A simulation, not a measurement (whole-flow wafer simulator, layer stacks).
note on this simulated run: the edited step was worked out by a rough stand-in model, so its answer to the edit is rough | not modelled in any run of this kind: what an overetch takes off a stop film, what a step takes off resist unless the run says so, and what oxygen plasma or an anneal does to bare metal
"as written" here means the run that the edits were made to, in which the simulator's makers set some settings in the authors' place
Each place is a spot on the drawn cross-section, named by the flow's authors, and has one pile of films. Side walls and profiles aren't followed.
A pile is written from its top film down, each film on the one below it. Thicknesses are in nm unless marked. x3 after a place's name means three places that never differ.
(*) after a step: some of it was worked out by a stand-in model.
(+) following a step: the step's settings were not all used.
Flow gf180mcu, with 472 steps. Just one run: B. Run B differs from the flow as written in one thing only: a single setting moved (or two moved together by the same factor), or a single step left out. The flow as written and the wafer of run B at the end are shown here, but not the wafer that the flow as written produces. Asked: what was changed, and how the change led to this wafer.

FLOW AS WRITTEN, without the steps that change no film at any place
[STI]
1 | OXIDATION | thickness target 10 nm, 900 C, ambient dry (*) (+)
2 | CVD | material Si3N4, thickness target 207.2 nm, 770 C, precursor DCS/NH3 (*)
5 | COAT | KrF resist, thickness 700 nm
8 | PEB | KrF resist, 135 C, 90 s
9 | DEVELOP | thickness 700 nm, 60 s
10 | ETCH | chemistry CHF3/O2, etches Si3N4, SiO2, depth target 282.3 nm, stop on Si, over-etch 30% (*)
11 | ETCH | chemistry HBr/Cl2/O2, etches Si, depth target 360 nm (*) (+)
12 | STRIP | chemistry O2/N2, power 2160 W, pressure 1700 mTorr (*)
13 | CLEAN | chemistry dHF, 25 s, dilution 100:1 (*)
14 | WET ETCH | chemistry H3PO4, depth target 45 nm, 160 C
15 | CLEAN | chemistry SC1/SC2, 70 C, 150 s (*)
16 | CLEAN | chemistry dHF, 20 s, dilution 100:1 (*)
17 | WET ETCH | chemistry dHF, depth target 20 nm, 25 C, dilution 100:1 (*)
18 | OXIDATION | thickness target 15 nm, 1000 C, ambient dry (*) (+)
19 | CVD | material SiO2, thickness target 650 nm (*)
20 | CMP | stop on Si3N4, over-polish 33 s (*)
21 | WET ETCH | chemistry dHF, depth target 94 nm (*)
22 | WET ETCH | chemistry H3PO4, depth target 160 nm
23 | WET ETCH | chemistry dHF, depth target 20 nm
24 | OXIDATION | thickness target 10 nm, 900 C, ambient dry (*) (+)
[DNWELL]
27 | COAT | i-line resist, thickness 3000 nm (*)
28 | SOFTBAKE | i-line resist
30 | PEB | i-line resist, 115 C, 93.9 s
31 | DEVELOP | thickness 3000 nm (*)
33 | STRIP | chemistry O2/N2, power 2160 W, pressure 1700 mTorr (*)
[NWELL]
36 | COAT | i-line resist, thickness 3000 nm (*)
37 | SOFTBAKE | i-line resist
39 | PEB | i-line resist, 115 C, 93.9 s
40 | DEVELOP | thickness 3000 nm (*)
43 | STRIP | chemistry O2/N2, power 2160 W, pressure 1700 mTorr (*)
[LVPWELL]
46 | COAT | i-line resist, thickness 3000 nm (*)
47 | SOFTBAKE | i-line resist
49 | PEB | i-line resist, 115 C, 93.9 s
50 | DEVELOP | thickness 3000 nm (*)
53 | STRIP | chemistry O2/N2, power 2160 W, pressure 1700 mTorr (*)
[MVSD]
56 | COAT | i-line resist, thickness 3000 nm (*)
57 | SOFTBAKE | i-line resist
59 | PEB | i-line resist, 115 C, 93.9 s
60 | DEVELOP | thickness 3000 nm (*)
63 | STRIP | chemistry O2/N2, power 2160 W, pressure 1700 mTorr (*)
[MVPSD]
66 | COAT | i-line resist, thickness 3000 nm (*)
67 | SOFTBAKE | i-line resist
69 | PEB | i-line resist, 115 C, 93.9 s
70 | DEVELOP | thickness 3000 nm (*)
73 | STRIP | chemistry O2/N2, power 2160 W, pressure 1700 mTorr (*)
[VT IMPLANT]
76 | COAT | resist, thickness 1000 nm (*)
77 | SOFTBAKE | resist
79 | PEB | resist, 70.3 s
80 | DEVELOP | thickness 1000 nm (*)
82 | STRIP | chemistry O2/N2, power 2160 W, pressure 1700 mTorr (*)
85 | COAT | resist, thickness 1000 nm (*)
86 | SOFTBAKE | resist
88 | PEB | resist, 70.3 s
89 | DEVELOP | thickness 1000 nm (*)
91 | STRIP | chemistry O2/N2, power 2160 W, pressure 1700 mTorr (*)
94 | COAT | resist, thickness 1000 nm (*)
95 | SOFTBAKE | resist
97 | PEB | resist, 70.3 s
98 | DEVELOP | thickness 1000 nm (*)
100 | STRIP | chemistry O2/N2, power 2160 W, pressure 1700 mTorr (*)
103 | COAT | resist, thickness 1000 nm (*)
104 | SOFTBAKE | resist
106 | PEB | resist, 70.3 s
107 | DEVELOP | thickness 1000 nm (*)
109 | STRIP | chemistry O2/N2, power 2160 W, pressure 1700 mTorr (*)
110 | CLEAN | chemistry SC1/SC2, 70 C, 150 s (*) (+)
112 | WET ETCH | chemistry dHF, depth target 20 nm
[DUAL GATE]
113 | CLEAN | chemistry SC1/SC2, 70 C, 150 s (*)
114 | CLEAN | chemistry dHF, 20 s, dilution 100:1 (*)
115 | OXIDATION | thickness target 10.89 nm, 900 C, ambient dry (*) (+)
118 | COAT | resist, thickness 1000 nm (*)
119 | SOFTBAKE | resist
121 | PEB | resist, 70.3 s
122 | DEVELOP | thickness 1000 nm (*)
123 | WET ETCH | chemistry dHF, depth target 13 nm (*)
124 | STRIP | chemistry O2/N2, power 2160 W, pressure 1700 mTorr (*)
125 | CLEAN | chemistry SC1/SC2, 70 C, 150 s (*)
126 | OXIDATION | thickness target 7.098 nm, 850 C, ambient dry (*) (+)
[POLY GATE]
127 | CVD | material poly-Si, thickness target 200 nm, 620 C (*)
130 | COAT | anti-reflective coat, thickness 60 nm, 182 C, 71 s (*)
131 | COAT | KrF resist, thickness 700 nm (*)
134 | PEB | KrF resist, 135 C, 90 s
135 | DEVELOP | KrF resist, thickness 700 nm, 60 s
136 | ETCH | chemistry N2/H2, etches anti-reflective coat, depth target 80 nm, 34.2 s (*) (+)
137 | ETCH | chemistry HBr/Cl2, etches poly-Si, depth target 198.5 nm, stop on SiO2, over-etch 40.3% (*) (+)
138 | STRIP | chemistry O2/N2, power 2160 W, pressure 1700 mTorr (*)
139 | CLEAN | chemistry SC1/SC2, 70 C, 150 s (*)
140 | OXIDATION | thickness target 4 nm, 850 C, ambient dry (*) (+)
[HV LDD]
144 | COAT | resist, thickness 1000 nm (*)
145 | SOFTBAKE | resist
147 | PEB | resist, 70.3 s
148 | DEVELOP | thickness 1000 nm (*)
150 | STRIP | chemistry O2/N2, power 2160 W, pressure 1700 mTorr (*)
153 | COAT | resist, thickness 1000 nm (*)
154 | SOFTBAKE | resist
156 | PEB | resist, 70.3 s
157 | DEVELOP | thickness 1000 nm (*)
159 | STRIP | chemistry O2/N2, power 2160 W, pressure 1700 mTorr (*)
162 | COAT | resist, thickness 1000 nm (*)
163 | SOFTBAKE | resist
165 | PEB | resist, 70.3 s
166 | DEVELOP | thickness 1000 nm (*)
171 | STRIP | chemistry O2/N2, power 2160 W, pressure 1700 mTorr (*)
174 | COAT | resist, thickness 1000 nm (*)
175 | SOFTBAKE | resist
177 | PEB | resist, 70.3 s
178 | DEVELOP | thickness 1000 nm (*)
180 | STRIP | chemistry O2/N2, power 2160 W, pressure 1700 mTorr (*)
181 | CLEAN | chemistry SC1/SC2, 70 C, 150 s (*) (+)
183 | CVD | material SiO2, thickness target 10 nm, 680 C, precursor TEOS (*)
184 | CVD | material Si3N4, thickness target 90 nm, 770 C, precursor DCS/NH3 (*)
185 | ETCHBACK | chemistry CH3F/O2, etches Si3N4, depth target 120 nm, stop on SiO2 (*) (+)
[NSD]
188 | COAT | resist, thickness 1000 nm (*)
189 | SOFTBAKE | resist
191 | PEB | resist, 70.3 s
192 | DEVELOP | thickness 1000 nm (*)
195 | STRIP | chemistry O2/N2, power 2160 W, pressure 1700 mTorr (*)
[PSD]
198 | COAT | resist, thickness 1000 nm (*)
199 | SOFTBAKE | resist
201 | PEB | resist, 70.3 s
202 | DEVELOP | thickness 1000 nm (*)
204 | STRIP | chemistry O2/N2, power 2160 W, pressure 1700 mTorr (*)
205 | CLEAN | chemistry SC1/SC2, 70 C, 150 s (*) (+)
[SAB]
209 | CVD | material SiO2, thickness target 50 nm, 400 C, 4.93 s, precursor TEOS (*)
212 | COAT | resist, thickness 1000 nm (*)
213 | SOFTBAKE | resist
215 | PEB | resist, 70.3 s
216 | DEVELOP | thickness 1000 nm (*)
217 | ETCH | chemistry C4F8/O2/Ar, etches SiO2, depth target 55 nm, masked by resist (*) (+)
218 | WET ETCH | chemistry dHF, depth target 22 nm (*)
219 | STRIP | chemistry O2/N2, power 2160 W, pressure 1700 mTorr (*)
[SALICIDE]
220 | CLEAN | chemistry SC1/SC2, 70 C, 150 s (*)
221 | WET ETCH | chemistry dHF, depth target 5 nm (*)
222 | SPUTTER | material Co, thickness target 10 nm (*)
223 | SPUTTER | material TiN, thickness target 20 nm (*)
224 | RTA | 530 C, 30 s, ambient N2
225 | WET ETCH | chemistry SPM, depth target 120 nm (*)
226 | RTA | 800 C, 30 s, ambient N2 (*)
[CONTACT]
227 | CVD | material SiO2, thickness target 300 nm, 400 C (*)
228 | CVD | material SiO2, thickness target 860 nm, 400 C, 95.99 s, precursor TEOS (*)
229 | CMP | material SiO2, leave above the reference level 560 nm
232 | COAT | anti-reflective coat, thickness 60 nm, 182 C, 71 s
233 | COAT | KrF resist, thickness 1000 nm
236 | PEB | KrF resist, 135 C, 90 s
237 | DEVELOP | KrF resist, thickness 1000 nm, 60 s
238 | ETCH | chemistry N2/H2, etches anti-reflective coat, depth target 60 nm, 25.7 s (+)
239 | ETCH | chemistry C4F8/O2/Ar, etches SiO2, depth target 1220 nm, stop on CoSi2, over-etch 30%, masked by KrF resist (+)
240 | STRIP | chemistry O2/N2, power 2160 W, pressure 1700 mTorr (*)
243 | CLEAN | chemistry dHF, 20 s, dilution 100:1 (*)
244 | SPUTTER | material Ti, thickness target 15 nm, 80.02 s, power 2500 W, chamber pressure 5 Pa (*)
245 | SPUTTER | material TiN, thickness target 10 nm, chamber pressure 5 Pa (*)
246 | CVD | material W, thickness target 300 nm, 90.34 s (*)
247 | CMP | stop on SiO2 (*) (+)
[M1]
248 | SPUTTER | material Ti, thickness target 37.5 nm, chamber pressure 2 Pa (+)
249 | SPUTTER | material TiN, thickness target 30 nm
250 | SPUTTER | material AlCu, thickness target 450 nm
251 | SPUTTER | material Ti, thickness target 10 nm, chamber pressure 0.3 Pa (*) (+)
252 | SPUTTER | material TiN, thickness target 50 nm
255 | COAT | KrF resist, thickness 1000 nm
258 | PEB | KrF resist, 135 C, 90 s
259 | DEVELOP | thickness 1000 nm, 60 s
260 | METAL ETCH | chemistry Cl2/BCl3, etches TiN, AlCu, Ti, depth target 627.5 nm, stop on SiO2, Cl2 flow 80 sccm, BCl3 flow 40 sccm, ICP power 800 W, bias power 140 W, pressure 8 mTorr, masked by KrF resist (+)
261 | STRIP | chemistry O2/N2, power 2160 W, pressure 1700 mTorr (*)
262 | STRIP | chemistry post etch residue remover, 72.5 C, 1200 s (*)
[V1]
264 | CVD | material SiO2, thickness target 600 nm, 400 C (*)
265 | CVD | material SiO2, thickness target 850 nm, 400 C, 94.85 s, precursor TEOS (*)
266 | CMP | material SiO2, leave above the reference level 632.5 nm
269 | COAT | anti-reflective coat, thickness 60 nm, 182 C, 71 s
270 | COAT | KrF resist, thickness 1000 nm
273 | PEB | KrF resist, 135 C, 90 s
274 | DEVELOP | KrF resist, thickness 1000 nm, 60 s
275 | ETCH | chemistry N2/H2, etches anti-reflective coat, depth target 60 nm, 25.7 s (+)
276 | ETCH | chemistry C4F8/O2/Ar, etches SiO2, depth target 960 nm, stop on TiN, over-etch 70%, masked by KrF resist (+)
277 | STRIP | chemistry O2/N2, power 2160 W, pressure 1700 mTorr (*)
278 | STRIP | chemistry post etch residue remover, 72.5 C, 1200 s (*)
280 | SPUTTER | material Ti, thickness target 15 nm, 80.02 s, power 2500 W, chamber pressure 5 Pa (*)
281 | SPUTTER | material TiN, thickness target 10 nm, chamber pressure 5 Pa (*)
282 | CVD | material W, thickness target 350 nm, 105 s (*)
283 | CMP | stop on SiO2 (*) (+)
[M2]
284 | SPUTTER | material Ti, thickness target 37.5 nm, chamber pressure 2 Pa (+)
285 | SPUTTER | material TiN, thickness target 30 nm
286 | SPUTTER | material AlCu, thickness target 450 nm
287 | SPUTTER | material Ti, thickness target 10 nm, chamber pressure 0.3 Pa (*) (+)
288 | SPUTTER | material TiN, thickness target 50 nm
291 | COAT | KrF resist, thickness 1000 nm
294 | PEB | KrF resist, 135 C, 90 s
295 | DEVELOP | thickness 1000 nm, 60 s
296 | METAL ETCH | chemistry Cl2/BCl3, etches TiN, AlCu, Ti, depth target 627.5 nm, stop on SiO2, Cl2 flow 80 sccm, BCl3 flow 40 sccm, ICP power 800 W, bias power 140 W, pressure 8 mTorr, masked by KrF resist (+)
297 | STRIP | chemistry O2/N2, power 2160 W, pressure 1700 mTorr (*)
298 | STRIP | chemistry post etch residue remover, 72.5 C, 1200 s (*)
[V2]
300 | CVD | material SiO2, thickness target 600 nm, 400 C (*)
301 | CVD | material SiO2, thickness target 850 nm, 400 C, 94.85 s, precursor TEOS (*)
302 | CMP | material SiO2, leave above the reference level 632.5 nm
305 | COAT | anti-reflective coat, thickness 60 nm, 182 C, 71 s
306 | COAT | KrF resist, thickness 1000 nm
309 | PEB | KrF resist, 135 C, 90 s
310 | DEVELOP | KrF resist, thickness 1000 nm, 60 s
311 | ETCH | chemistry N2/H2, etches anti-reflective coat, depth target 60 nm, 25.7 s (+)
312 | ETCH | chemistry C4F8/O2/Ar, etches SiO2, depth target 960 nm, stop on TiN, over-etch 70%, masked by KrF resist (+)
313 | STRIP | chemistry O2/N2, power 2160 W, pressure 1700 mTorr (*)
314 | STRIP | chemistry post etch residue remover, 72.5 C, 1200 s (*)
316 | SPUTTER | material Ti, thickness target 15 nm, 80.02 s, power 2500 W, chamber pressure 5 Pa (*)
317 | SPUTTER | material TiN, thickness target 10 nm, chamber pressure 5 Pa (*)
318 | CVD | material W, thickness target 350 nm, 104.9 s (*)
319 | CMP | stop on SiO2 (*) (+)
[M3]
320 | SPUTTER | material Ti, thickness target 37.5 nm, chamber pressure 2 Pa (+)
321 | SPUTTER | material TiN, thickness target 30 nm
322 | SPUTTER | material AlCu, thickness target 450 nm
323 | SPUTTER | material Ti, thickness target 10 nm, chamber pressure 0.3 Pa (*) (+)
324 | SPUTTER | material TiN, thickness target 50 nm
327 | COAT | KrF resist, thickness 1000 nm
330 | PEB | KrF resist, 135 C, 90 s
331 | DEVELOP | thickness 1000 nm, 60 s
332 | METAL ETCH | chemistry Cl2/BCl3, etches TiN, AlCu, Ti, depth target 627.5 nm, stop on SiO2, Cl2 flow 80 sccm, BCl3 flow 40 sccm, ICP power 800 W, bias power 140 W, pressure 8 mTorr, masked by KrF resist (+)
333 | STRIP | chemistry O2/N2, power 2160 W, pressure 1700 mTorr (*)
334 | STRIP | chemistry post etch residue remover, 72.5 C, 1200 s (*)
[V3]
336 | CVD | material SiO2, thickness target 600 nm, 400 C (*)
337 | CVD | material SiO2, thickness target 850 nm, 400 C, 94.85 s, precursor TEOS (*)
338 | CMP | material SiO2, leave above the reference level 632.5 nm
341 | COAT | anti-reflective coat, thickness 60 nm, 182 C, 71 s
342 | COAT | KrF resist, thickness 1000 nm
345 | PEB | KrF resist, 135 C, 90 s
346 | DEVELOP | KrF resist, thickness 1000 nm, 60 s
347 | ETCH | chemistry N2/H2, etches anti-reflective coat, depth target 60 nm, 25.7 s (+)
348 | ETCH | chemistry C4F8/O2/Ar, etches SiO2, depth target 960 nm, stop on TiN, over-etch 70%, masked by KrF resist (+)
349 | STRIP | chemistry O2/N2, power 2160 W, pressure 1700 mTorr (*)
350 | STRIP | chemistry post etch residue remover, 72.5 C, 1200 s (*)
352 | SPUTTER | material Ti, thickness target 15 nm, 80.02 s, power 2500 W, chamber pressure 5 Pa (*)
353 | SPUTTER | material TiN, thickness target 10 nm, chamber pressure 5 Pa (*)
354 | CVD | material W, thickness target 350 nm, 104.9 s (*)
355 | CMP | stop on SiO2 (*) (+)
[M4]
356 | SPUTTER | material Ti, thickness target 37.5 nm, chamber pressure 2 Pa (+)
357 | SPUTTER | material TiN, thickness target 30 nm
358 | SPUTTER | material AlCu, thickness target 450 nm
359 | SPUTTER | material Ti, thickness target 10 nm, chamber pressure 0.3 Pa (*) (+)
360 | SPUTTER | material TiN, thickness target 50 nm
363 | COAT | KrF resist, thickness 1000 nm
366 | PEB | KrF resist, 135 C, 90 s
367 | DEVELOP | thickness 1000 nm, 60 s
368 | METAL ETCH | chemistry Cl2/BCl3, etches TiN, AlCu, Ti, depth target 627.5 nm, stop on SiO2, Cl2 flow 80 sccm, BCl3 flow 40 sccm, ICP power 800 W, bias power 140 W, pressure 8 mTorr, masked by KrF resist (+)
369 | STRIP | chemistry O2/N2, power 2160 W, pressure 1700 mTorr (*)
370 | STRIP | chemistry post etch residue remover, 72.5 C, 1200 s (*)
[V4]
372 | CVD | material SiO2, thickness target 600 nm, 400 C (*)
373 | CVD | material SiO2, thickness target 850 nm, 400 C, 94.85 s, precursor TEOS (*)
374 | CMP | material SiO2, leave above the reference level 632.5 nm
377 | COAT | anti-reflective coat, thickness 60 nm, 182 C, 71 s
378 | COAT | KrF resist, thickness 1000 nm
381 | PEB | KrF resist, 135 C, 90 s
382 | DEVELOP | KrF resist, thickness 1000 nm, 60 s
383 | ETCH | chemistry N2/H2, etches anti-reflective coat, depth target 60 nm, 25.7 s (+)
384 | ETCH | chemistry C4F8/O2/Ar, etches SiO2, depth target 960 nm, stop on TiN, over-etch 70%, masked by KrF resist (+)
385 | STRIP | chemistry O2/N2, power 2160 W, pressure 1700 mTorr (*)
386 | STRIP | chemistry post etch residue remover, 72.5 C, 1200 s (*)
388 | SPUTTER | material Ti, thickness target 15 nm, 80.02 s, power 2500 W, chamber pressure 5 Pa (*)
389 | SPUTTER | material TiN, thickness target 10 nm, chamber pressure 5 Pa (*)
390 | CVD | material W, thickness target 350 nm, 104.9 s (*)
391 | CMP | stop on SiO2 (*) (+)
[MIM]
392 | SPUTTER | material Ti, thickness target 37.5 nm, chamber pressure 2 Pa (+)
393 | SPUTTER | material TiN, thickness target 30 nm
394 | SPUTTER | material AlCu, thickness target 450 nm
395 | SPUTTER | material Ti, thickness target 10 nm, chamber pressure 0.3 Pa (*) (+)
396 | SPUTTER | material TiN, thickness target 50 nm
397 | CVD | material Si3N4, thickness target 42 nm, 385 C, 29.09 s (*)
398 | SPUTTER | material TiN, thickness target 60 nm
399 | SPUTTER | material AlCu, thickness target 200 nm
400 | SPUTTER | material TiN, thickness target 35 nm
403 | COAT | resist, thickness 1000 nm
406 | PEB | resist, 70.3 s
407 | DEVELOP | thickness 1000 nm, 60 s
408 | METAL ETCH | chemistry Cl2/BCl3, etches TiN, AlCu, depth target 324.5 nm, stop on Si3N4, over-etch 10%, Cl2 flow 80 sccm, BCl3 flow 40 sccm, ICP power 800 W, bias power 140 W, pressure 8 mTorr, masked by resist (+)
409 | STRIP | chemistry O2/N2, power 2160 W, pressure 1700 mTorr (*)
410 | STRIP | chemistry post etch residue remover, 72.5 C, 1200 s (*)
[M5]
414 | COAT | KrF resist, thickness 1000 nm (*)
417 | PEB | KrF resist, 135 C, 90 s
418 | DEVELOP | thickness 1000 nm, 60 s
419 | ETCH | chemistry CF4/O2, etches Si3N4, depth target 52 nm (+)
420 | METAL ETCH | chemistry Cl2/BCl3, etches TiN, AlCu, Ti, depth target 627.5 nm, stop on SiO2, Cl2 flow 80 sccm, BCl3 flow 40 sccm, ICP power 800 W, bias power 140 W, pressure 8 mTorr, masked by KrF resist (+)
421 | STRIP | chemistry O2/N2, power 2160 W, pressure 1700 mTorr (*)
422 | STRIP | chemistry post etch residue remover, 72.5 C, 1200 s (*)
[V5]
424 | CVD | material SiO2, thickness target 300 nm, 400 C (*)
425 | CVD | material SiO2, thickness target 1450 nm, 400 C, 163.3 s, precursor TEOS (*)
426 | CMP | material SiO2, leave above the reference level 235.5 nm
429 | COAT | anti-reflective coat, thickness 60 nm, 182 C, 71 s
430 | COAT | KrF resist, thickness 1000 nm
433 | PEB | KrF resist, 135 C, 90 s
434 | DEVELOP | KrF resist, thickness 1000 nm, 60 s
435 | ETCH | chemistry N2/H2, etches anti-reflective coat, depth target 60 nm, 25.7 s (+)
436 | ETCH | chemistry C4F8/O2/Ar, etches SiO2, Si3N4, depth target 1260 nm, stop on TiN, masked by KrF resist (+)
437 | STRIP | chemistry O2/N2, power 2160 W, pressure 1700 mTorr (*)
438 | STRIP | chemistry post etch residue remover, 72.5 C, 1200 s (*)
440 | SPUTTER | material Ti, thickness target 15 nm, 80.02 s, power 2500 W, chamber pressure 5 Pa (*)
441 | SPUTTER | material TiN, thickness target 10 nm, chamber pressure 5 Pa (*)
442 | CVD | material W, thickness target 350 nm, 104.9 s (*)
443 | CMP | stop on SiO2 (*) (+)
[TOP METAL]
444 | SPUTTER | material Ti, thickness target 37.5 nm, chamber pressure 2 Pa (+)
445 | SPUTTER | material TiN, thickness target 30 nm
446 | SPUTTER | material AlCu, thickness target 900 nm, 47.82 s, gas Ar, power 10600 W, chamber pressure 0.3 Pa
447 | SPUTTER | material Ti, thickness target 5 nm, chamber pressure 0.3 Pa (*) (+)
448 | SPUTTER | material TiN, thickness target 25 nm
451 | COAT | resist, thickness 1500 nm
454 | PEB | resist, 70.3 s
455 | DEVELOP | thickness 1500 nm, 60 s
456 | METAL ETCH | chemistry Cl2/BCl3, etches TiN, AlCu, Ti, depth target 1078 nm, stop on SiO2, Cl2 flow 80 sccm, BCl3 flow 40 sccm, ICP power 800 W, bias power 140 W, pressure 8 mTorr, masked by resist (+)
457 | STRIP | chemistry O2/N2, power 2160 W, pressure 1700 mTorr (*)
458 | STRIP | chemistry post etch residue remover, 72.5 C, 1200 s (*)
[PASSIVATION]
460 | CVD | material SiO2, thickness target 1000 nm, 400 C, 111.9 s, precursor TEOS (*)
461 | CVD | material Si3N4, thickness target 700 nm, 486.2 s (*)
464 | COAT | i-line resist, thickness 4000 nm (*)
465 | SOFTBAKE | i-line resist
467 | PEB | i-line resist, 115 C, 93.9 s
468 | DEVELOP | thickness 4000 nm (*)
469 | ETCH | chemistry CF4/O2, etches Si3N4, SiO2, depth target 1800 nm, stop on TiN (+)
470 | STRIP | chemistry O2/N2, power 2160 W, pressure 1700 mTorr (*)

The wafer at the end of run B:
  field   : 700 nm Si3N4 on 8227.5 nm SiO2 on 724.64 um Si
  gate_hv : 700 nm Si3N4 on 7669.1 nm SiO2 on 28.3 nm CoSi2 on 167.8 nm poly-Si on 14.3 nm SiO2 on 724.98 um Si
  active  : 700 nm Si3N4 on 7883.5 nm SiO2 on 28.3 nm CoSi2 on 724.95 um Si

The reason: step 222, SPUTTER: thickness target 8.1 nm was run, whereas the flow has thickness target 10 nm.

How this came from the change, step by step:
  222 | SPUTTER | material Co, thickness target 10 nm (*)
      field, field__w7, field__w8 and 71 more: Co gains 8.1 (new film) (it would be, as written: Co gains 10 (new film))
      field__w6, field_sub, field_sub__w2: Co gains 8.06 (new film) (it would be, as written: Co gains 9.95 (new film))
      (as well as at 34 more places)
  224 | RTA | 530 C, 30 s, ambient N2
      gate, gate_hv, gate_p and 22 more: under 1 film: CoSi gains 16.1 (new film), Co loses 8.1 (all of it), poly-Si loses 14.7 (it would be, as written: under 1 film: CoSi gains 19.9 (new film), Co loses 10 (all of it), poly-Si loses 18.2)
      active, p_well, sd_n and 11 more: under 1 film: CoSi gains 16.1 (new film), Co loses 8.1 (all of it), Si loses 14.7 (it would be, as written: under 1 film: CoSi gains 19.9 (new film), Co loses 10 (all of it), Si loses 18.1)
      (as well as at 10 more places)
  225 | WET ETCH | chemistry SPM, depth target 120 nm (*)
      field, field__w7, field__w8 and 32 more: TiN loses 20 (all of it), Co loses 8.1 (all of it) (it would be, as written: TiN loses 20 (all of it), Co loses 10 (all of it))
      field__w9, nw_enc_fld_lv__w3: TiN loses 19.1 (all of it), Co loses 7.78 (all of it) (it would be, as written: TiN loses 19.1 (all of it), Co loses 9.6 (all of it))
      (as well as at 25 more places)
  226 | RTA | 800 C, 30 s, ambient N2 (*)
      gate, gate_hv, gate_p and 22 more: CoSi2 gains 28.3 (new film), CoSi loses 16.1 (all of it), poly-Si loses 14.7 (it would be, as written: CoSi2 gains 35 (new film), CoSi loses 19.9 (all of it), poly-Si loses 18.2)
      active, p_well, sd_n and 11 more: CoSi2 gains 28.3 (new film), CoSi loses 16.1 (all of it), Si loses 14.7 (it would be, as written: CoSi2 gains 35 (new film), CoSi loses 19.9 (all of it), Si loses 18.1)
      (as well as at 10 more places)
